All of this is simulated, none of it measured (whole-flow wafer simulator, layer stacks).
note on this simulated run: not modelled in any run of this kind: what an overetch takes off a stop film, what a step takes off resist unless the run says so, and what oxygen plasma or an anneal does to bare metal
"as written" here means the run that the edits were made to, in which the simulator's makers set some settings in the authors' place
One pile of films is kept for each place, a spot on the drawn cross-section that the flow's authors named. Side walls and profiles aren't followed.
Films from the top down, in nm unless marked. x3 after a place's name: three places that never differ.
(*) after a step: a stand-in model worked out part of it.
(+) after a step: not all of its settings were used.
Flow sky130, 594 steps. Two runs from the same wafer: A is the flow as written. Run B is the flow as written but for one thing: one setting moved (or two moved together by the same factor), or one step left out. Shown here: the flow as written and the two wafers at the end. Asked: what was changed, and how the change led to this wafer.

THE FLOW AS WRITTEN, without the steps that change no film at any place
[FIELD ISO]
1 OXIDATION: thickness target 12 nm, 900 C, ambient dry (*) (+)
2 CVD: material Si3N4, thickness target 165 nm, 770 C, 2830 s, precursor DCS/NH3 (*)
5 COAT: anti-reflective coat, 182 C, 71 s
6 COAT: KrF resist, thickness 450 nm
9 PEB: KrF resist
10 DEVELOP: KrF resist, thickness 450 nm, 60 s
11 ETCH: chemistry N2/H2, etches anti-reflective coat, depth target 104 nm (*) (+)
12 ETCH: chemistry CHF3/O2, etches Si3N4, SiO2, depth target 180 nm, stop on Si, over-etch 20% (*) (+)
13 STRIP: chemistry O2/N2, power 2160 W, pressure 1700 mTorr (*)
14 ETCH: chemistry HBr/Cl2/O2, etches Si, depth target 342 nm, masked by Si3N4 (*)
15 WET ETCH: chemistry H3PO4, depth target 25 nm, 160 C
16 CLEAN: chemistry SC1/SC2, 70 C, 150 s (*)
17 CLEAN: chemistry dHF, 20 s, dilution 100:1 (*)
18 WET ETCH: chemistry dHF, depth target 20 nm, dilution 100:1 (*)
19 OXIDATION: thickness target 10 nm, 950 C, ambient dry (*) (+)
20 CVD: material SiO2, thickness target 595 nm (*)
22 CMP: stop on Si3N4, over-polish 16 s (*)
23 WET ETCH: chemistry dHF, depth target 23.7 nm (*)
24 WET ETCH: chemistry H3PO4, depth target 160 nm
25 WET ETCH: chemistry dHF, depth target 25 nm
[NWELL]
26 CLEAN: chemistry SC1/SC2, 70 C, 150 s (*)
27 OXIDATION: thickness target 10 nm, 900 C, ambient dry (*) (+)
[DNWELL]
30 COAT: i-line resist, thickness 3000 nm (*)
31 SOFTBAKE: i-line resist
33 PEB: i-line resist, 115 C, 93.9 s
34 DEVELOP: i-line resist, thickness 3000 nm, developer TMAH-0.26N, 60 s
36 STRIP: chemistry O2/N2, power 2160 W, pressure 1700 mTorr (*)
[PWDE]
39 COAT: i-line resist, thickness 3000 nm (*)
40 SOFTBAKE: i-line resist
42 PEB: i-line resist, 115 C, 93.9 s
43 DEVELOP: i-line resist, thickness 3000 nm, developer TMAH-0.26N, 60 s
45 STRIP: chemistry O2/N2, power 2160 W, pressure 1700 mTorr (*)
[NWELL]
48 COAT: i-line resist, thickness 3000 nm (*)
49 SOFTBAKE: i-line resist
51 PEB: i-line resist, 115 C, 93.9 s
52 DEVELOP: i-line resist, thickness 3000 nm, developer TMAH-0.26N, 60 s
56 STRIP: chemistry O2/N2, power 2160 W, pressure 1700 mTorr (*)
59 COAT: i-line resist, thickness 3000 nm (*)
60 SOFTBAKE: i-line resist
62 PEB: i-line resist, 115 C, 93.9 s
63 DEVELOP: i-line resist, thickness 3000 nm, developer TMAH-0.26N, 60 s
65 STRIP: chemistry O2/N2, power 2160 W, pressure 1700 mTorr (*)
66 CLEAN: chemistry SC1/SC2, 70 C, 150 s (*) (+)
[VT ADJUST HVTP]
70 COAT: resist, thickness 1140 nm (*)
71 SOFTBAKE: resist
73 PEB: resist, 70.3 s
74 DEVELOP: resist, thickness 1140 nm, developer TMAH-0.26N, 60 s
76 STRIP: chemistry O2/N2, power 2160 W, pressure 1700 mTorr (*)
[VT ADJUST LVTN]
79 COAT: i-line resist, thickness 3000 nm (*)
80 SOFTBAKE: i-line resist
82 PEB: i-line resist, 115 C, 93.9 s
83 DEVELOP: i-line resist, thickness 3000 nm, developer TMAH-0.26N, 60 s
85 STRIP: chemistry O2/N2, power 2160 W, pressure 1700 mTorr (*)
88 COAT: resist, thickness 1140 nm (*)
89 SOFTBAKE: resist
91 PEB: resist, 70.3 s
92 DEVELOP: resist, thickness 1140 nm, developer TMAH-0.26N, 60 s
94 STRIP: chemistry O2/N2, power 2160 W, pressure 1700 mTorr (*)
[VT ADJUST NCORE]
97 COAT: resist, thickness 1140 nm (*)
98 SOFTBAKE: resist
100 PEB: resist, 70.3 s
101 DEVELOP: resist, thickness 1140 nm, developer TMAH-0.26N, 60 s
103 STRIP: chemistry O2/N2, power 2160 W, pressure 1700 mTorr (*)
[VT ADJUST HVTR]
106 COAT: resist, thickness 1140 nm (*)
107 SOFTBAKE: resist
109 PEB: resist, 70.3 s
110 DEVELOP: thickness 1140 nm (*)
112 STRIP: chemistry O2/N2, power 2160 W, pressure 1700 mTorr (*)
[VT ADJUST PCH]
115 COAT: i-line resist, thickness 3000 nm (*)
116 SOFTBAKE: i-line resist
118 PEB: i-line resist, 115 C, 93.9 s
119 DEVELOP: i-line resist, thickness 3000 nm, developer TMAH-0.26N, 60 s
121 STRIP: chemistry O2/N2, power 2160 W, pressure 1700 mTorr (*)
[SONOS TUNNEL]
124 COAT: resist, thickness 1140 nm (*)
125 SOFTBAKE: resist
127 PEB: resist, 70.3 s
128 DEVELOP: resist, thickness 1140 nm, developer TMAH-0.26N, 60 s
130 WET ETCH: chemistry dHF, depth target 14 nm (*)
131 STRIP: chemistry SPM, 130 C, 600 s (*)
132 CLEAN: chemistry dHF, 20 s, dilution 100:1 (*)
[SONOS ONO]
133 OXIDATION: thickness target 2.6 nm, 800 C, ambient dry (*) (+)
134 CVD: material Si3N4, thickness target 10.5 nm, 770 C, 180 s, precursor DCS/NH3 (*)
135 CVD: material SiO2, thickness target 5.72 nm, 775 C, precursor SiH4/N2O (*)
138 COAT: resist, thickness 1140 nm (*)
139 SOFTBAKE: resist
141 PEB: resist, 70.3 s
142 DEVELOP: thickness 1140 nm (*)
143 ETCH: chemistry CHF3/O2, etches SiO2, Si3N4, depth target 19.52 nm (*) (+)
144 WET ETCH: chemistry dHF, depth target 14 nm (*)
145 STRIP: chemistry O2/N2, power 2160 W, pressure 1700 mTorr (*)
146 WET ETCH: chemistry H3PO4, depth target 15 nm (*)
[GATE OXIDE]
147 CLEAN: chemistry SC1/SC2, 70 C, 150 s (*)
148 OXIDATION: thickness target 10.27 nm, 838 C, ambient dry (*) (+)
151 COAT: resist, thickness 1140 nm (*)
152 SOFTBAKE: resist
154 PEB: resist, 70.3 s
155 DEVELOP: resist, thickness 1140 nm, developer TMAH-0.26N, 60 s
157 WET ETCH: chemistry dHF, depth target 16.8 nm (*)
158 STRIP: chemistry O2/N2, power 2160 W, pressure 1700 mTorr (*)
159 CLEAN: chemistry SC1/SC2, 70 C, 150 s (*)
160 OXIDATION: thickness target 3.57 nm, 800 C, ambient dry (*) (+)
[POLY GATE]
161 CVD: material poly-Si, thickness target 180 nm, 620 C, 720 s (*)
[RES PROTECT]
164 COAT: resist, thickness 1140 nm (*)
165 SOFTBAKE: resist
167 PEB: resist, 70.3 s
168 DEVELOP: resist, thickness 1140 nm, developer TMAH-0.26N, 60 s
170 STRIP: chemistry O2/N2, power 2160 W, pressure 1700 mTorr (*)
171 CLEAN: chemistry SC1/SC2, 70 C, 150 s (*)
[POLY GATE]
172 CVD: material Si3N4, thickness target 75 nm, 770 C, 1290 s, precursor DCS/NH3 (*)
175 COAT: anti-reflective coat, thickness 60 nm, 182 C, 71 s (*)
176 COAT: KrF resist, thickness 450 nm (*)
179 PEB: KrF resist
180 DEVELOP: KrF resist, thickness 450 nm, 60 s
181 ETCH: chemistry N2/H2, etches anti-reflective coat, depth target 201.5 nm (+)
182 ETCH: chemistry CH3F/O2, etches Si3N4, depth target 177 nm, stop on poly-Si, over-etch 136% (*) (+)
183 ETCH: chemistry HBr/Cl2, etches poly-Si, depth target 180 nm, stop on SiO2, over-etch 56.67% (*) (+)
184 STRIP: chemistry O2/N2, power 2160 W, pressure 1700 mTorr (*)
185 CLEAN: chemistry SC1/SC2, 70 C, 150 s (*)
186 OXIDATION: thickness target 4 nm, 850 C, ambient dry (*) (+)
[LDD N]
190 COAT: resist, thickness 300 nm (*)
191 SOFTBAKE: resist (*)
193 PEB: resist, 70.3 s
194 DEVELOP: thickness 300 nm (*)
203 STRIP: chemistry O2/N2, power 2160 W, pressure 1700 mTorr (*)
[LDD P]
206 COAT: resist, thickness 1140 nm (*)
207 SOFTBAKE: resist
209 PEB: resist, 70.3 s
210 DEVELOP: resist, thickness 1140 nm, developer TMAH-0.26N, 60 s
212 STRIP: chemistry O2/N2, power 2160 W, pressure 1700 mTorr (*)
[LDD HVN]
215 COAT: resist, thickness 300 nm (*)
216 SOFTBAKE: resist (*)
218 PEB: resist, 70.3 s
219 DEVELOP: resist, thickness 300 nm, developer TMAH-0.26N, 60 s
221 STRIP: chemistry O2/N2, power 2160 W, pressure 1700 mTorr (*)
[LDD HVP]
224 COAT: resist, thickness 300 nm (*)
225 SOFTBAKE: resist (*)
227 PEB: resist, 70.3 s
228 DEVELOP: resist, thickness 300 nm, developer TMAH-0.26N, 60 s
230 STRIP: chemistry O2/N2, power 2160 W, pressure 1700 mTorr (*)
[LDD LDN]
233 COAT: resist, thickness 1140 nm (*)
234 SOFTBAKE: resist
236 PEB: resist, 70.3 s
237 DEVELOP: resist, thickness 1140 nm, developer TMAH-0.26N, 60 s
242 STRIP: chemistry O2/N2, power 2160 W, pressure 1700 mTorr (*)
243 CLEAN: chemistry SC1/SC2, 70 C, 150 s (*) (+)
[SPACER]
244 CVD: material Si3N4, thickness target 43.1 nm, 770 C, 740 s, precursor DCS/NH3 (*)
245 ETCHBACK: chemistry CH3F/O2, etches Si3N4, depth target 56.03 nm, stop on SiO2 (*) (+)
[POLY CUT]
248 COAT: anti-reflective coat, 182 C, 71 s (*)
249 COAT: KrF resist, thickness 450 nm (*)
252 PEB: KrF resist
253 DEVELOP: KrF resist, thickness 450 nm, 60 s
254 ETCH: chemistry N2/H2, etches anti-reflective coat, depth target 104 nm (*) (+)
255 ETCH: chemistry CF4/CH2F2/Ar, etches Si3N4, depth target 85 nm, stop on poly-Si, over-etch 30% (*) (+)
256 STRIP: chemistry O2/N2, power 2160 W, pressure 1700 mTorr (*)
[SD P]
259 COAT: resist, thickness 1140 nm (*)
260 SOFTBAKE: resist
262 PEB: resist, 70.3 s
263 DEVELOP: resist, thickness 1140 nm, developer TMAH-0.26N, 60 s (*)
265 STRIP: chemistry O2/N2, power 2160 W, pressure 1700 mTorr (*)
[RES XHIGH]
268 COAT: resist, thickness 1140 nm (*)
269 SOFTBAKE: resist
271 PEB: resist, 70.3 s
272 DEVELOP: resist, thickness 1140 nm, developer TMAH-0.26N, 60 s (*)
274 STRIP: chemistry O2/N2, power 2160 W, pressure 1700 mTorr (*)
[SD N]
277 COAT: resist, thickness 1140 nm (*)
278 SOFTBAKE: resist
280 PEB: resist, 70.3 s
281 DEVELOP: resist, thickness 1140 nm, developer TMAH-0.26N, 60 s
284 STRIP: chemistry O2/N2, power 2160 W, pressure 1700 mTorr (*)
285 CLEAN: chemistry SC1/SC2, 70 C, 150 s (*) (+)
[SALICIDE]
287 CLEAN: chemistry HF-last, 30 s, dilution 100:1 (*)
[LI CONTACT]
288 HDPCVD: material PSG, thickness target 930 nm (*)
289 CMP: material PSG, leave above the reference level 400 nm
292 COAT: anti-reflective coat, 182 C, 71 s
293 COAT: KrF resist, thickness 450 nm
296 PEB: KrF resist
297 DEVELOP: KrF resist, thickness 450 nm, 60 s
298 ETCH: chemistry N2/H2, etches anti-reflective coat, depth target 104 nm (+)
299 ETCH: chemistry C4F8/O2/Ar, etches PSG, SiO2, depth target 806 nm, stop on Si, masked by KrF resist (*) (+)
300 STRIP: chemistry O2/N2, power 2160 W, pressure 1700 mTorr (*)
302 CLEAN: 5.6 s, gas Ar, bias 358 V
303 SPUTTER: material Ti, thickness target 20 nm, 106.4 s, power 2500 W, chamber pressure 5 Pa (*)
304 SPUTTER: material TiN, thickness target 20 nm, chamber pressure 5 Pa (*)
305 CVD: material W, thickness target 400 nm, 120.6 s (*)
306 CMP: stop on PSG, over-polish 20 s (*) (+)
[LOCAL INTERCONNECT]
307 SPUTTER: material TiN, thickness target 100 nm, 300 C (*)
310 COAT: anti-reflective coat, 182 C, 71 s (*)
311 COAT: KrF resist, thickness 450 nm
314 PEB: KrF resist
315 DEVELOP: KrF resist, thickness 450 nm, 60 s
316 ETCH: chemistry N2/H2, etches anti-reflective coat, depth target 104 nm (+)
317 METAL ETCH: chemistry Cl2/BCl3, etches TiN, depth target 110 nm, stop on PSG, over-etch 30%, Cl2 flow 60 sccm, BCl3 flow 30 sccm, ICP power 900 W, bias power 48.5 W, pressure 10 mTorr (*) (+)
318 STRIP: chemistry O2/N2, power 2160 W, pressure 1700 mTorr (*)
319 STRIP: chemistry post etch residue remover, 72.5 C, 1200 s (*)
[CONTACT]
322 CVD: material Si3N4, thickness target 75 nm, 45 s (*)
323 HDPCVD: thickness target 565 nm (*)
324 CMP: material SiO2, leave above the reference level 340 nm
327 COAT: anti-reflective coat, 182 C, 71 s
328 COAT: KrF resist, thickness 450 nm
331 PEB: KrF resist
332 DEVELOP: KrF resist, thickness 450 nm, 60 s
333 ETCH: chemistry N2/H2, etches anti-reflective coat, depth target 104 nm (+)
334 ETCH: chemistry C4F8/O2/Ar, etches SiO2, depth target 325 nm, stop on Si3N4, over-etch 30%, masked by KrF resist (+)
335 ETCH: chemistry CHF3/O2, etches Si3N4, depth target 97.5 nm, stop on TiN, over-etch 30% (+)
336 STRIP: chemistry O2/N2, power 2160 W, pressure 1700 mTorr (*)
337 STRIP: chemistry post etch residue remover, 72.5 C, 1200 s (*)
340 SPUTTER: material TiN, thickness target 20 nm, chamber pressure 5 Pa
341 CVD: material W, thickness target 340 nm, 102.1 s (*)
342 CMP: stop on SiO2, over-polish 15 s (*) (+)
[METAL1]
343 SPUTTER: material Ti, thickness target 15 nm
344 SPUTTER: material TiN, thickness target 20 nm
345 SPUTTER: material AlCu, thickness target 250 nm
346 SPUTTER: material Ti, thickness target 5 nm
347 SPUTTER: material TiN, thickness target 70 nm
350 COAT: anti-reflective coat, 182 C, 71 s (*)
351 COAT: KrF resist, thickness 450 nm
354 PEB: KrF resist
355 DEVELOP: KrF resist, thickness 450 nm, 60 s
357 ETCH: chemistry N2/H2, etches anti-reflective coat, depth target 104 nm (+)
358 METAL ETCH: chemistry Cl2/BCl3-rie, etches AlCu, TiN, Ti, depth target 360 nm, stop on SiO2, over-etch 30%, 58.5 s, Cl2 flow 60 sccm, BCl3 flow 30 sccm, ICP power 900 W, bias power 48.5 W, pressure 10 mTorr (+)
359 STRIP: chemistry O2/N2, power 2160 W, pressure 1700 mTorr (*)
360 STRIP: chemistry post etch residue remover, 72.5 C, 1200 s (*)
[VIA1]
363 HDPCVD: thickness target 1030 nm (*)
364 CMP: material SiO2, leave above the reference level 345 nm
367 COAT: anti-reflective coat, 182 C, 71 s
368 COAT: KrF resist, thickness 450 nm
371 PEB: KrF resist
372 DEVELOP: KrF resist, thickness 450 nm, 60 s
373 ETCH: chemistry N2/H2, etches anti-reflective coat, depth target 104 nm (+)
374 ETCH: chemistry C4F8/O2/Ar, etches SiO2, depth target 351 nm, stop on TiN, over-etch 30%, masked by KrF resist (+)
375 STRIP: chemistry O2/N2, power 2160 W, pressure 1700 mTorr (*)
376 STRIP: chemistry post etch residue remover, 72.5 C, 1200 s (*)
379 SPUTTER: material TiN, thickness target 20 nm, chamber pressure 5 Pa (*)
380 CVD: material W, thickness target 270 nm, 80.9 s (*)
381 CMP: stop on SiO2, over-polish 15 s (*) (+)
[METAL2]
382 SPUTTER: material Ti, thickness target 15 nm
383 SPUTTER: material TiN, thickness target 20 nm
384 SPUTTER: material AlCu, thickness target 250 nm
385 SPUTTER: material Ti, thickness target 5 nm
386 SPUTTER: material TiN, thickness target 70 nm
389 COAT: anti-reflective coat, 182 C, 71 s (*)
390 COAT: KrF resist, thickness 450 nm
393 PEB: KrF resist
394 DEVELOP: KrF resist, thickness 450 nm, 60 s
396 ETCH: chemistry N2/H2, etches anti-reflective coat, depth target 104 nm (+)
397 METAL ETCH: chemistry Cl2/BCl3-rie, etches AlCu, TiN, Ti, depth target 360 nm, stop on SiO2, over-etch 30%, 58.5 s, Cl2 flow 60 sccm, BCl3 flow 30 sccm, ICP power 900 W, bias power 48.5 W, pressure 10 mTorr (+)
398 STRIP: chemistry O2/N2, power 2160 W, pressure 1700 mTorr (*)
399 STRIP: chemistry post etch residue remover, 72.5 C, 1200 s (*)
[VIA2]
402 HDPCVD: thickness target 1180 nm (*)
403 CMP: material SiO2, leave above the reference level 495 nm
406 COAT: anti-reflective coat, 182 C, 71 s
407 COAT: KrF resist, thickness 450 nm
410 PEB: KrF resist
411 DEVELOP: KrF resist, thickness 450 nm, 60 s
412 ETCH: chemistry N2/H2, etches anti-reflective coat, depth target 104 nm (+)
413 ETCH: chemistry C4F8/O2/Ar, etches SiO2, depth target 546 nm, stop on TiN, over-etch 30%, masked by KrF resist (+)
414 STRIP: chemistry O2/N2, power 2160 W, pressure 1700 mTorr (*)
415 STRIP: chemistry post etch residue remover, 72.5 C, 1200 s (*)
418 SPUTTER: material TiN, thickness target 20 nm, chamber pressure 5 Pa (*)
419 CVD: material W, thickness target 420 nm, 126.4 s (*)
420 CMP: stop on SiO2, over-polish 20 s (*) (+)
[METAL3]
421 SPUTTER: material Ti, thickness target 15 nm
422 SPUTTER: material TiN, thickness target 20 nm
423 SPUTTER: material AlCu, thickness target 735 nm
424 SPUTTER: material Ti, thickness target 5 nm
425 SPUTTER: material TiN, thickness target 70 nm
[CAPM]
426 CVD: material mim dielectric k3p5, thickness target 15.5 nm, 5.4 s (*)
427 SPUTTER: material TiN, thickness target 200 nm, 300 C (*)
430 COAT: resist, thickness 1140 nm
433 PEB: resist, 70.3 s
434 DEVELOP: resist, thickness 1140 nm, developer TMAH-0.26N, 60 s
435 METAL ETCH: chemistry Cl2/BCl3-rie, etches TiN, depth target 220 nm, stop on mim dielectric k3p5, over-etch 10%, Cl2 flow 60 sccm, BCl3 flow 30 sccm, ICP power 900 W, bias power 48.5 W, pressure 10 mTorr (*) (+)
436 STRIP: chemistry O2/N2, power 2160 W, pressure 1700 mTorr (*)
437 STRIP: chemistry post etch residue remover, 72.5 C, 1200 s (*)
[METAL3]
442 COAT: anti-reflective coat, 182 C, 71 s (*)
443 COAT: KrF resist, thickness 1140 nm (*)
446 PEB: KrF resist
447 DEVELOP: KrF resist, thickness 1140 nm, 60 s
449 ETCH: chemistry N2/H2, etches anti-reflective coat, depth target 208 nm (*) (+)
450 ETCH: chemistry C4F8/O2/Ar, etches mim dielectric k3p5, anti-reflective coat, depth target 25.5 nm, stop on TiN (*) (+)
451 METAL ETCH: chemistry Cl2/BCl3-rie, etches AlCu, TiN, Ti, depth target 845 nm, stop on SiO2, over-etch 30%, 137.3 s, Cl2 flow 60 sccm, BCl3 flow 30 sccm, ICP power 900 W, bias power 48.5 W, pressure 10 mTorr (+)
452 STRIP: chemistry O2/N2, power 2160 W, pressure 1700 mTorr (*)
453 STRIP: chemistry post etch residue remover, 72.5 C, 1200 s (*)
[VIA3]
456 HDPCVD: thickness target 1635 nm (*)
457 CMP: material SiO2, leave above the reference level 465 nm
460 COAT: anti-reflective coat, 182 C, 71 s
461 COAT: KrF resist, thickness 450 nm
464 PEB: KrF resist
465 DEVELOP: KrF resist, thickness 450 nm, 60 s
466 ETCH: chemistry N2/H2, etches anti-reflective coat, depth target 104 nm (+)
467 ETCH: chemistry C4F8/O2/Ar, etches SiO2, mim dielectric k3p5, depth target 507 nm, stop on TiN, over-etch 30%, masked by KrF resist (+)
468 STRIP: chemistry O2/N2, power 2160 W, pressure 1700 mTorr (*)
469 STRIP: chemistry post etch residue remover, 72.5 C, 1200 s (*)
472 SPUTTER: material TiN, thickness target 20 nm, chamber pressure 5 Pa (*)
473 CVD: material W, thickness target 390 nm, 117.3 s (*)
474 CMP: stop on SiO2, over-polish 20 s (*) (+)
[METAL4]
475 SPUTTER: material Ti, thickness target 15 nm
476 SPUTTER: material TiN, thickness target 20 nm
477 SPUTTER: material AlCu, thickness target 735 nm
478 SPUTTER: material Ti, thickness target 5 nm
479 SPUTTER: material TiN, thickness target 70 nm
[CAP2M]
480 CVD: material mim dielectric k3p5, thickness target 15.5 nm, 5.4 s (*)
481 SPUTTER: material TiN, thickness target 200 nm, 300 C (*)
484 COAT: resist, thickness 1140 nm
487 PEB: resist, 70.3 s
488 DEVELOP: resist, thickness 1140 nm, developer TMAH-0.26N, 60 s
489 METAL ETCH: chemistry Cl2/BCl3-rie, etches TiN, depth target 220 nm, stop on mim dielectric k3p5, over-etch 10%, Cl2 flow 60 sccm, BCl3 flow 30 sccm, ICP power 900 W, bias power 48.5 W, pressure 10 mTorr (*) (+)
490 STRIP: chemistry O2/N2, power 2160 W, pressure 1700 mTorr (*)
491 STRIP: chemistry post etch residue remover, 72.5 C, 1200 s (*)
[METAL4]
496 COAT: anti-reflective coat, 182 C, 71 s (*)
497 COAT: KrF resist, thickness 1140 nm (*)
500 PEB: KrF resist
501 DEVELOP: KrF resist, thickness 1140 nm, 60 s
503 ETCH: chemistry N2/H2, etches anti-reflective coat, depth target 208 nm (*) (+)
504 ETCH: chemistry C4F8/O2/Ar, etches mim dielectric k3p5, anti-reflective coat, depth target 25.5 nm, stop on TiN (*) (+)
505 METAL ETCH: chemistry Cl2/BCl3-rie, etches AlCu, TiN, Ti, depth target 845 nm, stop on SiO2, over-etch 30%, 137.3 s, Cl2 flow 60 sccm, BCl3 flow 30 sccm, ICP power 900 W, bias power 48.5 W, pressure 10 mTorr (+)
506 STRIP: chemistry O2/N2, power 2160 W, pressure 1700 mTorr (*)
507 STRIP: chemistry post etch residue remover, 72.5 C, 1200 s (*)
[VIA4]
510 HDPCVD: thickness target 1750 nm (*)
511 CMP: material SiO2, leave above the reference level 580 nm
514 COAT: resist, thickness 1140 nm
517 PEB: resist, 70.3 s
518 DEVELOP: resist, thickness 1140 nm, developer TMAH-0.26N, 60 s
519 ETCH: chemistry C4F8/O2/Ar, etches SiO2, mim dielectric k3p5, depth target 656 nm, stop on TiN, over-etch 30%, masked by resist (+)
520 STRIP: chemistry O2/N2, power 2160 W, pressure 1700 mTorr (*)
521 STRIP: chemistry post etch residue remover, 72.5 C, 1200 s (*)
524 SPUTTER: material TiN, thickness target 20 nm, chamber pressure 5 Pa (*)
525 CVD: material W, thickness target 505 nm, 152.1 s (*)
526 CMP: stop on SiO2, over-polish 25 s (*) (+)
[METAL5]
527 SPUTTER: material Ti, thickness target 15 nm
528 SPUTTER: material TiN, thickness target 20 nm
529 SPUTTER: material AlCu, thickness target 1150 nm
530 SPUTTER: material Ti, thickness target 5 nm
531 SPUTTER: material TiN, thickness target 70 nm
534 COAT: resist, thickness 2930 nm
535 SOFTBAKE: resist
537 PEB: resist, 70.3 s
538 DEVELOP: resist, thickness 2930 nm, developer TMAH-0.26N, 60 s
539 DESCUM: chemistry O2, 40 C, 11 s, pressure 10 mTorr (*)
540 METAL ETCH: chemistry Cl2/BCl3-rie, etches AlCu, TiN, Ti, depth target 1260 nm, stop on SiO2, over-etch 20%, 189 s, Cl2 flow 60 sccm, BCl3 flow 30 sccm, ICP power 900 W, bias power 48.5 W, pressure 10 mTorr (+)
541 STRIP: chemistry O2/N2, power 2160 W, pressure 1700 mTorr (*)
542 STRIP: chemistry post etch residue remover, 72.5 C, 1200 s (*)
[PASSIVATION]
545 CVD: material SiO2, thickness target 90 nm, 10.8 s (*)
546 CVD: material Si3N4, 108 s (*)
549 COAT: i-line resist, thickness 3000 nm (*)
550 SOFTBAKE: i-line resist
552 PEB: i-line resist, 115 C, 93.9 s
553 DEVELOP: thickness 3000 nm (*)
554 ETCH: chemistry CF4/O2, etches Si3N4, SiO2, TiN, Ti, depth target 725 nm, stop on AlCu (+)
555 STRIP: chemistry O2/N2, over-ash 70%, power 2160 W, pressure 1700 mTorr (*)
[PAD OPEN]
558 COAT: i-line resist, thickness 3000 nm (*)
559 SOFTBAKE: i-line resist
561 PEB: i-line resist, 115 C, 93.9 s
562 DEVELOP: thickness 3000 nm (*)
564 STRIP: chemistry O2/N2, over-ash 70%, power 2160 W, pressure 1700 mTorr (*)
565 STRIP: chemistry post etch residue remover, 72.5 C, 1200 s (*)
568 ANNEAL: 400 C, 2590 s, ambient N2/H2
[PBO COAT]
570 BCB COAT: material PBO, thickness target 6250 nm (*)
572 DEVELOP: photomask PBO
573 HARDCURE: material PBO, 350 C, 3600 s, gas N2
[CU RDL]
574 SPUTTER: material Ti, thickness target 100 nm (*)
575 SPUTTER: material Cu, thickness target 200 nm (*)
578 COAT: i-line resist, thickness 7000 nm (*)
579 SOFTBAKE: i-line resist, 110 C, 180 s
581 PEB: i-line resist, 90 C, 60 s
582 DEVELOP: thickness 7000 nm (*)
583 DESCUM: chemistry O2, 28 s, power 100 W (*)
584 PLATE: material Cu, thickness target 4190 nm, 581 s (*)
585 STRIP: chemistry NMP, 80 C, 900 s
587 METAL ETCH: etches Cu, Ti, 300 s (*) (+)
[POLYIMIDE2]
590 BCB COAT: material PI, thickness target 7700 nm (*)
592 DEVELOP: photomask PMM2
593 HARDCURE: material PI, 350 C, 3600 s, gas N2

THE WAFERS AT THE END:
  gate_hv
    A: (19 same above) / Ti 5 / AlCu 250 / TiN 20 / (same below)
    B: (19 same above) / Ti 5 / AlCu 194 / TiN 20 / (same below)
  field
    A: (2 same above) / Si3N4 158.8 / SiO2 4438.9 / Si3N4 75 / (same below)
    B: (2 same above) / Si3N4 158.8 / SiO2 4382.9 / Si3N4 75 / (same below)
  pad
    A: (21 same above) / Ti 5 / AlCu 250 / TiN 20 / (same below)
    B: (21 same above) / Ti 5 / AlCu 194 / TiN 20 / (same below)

The cause: step 384, SPUTTER: thickness target 194 nm was run, where the flow has thickness target 250 nm.
It can be read off the wafer: gate_hv has AlCu 194, and step 384 as written asks for 250 nm.

How the change led to this, step by step:
  384 SPUTTER: material AlCu, thickness target 250 nm
      field, active, n_well and 188 more: A AlCu +250 (new film) | B AlCu +194 (new film)
  397 METAL ETCH: chemistry Cl2/BCl3-rie, etches AlCu, TiN, Ti, depth target 360 nm, stop on SiO2, over-etch 30%, 58.5 s, Cl2 flow 60 sccm, BCl3 flow 30 sccm, ICP power 900 W, bias power 48.5 W, pressure 10 mTorr (+)
      field, active, gate and 82 more: A TiN -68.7 (all of it), Ti -5 (all of it), AlCu -250 (all of it), TiN -20 (all of it), Ti -15 (all of it), SiO2 -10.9 | B TiN -68.7 (all of it), Ti -5 (all of it), AlCu -194 (all of it), TiN -20 (all of it), Ti -15 (all of it), SiO2 -16.5
  403 CMP: material SiO2, leave above the reference level 495 nm
      field, active, gate and 82 more: A SiO2 -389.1 | B SiO2 -439.5
